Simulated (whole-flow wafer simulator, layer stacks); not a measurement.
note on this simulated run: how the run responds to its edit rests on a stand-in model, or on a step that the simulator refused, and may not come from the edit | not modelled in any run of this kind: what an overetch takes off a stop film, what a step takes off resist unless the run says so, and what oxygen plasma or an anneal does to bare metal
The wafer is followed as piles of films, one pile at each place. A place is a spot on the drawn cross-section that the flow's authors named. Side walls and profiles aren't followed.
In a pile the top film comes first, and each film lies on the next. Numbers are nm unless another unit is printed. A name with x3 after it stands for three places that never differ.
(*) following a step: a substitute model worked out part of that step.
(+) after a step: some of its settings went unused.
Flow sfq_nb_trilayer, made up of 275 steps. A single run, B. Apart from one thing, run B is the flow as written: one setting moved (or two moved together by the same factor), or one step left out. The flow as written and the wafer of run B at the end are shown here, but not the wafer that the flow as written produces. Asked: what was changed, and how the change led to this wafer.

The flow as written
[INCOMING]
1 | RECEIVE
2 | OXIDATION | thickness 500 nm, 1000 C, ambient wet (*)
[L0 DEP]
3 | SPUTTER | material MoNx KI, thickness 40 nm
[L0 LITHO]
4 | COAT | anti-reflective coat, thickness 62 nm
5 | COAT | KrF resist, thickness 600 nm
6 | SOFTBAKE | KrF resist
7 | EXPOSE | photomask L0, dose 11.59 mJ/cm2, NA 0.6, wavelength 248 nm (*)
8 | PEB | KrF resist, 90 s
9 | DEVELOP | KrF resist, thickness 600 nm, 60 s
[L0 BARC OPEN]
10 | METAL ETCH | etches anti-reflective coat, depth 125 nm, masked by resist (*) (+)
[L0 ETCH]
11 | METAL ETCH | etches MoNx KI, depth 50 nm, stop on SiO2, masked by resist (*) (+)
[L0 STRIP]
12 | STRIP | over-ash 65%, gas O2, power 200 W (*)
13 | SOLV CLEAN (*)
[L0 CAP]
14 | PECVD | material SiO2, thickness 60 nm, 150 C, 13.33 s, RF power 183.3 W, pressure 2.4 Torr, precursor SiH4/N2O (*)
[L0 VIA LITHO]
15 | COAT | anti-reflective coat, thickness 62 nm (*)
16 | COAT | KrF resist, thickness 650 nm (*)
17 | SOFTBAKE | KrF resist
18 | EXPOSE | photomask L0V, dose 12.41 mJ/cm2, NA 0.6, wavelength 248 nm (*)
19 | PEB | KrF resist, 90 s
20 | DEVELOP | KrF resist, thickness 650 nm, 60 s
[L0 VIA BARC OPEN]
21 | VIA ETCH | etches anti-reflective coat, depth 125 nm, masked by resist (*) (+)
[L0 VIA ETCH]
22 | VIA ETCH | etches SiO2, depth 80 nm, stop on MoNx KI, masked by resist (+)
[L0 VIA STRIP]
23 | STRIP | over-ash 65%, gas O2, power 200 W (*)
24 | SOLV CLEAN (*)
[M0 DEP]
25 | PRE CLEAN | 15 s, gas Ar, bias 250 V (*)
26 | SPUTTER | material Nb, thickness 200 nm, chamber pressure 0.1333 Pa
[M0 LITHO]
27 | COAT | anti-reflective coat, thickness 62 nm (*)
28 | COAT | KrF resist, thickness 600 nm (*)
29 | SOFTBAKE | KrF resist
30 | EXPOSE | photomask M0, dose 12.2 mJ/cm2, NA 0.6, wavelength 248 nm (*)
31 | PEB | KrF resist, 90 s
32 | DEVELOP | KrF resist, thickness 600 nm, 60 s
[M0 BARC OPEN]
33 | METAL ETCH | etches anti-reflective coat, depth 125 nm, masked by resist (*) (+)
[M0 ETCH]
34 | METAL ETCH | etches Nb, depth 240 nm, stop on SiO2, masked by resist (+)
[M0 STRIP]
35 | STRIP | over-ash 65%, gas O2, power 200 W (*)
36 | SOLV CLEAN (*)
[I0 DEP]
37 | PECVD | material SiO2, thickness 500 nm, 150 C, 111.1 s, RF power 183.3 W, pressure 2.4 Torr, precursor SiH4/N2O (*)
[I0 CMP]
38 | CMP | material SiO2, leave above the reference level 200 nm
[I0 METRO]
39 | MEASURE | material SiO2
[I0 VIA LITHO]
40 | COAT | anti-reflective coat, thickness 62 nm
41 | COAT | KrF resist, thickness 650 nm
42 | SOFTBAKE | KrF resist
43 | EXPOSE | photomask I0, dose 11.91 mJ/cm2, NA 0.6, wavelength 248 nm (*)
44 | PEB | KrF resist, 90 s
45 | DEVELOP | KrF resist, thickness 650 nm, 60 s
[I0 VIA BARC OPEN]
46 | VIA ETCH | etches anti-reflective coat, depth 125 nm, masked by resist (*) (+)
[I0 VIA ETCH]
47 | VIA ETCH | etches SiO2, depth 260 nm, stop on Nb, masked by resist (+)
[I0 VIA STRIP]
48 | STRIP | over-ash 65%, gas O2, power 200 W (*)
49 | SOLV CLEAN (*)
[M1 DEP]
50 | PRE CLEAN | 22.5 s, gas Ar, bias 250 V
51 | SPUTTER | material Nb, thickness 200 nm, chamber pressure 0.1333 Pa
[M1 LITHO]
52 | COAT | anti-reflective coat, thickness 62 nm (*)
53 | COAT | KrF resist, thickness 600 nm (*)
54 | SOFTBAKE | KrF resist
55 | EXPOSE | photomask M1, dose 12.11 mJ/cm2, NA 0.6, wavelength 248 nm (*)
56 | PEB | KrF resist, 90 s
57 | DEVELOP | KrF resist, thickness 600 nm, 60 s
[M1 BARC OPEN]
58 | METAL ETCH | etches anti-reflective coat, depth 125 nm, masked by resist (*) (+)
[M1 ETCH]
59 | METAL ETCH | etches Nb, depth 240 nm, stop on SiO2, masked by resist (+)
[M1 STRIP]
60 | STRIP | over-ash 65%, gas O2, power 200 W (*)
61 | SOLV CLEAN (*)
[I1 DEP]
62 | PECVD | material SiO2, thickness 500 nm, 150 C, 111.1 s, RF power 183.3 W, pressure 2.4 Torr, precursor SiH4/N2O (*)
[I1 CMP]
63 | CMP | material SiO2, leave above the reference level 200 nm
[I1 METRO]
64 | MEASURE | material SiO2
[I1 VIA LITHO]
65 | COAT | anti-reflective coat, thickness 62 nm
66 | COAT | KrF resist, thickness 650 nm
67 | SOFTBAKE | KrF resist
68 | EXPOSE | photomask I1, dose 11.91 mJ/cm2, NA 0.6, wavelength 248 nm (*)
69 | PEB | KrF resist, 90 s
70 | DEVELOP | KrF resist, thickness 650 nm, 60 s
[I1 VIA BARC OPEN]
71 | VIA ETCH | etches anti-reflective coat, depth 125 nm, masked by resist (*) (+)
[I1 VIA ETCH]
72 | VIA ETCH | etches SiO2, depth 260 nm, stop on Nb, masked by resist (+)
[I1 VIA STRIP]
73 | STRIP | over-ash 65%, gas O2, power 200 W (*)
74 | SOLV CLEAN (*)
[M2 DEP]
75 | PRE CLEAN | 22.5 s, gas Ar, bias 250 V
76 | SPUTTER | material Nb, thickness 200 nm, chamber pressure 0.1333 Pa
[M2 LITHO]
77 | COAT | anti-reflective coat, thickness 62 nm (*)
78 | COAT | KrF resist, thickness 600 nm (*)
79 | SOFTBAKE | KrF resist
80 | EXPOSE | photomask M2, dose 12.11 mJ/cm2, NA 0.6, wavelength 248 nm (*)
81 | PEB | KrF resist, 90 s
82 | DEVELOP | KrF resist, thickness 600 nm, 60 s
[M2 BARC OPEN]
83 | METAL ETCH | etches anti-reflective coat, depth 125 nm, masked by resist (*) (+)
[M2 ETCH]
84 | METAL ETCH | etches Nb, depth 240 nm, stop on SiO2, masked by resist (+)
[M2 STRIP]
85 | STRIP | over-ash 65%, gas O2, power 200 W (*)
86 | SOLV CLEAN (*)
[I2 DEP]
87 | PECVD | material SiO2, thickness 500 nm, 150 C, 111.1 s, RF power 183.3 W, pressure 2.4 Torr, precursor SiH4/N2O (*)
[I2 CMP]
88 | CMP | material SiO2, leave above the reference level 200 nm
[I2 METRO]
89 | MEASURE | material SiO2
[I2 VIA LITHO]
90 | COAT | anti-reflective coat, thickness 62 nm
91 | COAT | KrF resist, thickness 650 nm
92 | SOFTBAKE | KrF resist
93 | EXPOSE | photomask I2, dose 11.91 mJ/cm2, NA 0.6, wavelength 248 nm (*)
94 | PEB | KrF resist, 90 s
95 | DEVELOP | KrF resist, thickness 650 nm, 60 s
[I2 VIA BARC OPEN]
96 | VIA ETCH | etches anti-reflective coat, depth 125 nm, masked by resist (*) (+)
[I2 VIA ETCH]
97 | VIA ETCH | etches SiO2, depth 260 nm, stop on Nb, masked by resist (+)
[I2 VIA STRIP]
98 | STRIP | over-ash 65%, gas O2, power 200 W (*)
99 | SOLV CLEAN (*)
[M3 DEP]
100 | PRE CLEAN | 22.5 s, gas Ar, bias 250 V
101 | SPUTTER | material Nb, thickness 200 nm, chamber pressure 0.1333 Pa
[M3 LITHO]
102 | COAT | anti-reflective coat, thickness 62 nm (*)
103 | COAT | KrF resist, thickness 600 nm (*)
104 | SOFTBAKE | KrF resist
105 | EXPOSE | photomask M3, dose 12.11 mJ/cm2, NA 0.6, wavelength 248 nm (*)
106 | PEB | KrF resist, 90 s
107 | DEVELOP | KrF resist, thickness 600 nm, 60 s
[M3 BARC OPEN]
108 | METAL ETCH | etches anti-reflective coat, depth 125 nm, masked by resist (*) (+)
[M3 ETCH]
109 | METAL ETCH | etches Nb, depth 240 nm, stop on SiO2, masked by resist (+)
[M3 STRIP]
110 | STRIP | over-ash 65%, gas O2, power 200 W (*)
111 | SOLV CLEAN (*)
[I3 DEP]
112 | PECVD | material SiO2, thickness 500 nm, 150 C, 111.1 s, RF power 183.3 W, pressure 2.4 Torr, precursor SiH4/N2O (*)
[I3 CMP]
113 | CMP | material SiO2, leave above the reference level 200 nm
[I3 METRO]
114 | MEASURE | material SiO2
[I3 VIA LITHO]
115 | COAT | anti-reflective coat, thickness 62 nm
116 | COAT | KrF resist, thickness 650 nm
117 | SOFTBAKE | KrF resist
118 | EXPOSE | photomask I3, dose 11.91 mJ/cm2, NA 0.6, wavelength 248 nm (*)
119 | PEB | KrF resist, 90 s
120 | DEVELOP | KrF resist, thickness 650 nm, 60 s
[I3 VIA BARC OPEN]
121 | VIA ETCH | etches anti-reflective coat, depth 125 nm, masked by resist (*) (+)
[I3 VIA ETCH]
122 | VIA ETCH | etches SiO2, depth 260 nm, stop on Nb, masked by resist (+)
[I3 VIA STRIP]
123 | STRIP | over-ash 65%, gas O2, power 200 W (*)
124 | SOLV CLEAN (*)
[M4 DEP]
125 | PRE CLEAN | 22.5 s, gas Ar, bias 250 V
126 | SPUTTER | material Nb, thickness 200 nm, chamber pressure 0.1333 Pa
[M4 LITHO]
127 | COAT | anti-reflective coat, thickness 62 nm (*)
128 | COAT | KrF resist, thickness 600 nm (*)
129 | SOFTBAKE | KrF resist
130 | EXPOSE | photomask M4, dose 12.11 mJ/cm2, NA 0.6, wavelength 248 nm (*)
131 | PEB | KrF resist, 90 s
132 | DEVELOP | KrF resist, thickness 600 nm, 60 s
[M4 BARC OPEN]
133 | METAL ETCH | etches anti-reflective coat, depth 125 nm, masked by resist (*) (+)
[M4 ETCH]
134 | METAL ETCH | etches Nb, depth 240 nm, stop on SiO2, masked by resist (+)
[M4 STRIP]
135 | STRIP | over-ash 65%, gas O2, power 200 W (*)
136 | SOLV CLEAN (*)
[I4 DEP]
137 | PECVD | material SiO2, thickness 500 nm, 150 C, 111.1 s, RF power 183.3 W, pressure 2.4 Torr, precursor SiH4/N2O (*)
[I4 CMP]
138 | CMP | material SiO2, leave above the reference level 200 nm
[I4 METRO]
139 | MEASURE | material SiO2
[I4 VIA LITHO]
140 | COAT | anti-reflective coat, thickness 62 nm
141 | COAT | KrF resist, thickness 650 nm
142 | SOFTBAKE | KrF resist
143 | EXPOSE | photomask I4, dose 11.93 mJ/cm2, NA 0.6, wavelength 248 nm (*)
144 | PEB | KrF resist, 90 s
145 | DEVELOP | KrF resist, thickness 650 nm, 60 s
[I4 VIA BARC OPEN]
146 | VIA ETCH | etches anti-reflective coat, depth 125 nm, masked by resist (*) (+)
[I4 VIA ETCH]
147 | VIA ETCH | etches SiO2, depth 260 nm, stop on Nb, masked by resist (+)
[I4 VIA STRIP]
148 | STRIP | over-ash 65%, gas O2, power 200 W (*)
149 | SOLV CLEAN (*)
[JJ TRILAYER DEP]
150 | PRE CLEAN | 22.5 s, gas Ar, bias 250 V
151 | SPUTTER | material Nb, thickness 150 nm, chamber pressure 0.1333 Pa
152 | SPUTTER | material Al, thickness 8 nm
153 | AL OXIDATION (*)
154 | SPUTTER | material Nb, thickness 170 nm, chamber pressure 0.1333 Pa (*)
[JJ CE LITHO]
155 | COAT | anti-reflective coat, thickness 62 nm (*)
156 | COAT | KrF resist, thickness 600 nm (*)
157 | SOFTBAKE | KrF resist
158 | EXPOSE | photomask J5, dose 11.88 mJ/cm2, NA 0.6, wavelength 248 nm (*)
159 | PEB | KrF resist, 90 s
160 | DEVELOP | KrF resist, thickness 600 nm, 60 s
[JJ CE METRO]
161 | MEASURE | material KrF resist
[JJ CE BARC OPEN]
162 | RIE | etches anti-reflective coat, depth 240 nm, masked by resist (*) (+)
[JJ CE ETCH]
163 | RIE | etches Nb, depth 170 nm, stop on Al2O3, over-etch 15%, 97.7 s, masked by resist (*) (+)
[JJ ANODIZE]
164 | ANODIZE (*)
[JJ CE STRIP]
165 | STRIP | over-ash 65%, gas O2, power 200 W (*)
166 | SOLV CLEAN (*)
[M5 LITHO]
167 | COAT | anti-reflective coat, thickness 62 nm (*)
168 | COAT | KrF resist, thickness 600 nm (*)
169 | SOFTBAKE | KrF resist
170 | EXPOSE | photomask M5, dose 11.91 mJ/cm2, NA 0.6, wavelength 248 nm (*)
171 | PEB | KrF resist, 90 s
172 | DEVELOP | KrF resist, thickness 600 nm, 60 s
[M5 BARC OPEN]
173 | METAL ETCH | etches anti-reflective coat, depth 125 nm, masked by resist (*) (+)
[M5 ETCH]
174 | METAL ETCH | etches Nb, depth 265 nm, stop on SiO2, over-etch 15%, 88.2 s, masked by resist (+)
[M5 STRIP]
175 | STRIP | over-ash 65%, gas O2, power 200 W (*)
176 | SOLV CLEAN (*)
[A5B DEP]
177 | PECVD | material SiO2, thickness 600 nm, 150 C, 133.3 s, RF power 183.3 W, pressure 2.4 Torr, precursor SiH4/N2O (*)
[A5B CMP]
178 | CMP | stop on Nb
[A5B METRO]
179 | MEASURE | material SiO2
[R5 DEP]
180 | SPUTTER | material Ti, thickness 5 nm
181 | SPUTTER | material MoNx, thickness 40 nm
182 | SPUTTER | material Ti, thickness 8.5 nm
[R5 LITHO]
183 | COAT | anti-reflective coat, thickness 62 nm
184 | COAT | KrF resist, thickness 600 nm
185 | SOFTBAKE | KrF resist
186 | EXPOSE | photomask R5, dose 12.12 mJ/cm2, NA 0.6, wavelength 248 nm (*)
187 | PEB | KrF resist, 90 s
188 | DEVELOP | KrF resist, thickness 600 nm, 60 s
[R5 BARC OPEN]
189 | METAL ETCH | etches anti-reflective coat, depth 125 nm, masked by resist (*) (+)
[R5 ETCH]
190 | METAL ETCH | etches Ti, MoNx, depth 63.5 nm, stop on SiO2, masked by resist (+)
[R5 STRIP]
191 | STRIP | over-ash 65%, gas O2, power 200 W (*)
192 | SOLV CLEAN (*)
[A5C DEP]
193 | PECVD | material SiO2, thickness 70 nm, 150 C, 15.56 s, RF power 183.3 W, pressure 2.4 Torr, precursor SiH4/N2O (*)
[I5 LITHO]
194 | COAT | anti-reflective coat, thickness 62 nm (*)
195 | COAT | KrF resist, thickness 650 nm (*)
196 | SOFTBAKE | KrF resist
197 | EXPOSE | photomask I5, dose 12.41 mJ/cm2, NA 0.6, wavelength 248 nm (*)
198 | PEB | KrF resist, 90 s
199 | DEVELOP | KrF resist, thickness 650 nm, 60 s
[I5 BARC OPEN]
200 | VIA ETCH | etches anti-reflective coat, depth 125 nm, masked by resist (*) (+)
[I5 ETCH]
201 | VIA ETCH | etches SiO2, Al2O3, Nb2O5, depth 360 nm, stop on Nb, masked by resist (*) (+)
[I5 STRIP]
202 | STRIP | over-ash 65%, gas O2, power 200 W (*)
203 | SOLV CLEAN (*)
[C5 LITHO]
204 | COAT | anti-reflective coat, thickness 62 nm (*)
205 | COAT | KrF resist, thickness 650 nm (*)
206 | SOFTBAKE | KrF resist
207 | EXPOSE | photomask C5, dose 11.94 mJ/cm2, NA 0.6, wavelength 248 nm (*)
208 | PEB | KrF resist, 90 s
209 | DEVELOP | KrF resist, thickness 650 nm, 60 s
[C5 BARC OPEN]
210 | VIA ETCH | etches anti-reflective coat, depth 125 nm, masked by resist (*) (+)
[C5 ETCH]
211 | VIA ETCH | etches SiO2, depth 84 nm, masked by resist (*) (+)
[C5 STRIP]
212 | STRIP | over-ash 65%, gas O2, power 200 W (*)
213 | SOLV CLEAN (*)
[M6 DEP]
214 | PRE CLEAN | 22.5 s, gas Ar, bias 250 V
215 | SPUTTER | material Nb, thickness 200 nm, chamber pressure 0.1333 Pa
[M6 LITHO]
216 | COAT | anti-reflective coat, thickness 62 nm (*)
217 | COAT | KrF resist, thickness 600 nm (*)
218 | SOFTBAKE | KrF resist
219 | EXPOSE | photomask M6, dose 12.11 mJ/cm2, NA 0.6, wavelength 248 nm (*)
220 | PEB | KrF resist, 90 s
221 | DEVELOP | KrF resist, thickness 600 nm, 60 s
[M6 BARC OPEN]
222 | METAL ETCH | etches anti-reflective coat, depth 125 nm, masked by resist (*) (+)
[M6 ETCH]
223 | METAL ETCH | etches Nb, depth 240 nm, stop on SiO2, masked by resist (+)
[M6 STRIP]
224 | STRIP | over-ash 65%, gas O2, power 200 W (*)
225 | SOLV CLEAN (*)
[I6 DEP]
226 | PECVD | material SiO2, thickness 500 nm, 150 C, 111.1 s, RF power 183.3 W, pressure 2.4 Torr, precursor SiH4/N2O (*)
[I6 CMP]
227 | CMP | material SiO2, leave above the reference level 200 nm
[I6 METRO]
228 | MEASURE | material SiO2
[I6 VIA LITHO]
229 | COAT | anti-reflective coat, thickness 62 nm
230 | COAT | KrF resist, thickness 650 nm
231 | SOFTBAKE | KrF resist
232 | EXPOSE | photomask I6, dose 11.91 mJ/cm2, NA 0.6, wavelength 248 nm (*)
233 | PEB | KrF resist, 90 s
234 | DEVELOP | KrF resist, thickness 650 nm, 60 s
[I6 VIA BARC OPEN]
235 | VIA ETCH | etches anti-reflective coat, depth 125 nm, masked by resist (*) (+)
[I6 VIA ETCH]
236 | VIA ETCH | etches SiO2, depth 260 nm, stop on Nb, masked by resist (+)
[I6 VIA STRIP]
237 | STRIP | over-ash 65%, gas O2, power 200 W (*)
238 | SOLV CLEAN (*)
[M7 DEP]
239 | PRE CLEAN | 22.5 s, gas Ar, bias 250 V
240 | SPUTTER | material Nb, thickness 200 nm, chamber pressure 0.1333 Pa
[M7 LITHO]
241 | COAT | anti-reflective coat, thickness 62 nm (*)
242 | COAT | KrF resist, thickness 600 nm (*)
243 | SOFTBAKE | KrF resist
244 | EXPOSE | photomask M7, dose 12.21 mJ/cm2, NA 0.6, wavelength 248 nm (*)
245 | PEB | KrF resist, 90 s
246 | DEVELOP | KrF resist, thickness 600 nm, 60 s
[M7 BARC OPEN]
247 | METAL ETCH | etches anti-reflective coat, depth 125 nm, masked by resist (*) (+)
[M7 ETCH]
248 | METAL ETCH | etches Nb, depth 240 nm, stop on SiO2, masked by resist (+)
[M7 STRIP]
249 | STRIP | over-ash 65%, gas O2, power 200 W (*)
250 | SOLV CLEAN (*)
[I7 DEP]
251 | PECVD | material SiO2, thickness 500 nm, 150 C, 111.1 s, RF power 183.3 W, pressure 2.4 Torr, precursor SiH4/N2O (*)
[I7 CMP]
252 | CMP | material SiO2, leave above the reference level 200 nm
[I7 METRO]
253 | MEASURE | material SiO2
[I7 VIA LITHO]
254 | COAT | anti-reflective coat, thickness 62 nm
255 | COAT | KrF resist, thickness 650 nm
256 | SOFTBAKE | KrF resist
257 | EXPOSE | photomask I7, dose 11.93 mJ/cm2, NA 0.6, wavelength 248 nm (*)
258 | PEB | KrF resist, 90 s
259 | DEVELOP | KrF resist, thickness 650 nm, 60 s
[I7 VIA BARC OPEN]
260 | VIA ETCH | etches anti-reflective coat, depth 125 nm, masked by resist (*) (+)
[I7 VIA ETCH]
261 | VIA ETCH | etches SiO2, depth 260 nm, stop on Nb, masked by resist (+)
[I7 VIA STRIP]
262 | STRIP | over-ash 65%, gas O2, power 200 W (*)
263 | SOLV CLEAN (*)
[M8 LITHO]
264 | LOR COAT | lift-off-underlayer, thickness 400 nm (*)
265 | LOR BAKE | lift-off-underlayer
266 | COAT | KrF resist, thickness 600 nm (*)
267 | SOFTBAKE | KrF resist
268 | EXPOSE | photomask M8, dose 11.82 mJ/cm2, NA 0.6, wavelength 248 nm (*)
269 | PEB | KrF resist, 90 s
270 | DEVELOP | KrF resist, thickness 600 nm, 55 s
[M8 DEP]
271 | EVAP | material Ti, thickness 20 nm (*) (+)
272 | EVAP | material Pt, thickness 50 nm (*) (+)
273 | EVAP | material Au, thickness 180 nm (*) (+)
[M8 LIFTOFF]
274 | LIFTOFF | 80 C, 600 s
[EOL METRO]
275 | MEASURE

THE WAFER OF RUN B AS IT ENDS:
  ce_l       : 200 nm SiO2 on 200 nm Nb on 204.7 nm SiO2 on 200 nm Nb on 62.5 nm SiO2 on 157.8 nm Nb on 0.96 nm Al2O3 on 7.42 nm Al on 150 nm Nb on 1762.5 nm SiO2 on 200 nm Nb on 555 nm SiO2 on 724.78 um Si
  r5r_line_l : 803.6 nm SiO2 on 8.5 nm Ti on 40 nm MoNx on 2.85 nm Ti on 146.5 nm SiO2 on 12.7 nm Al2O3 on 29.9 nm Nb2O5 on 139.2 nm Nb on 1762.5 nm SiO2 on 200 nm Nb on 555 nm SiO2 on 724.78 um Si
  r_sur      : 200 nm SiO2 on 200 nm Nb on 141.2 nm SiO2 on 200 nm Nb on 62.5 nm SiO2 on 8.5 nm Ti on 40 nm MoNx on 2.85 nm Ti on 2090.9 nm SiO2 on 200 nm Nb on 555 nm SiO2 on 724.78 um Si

What caused this: step 180, SPUTTER: thickness 2.85 nm was run, whereas the flow has thickness 5 nm.
One can read it off the wafer: r5r_line_l has Ti 2.85, and step 180 as written asks for 5 nm.

Step by step, how the change led to this:
  180 | SPUTTER | material Ti, thickness 5 nm
      field_l, v_sur, via_wl and 103 more: +2.85 Ti (new film) (it would be, as written: +5 Ti (new film))
  190 | METAL ETCH | etches Ti, MoNx, depth 63.5 nm, stop on SiO2, masked by resist (+)
      field_l, v_sur, via_wl and 92 more: -8.5 Ti (all of it), -40 MoNx (all of it), -2.85 Ti (all of it) (it would be, as written: -8.5 Ti (all of it), -40 MoNx (all of it), -5 Ti (all of it))
      ce_l, c5j, ce_r, wl_jj: -8.5 Ti (all of it), -40 MoNx (all of it), -2.85 Ti (all of it), -12.2 Nb (it would be, as written: -8.5 Ti (all of it), -40 MoNx (all of it), -5 Ti (all of it), -10 Nb)
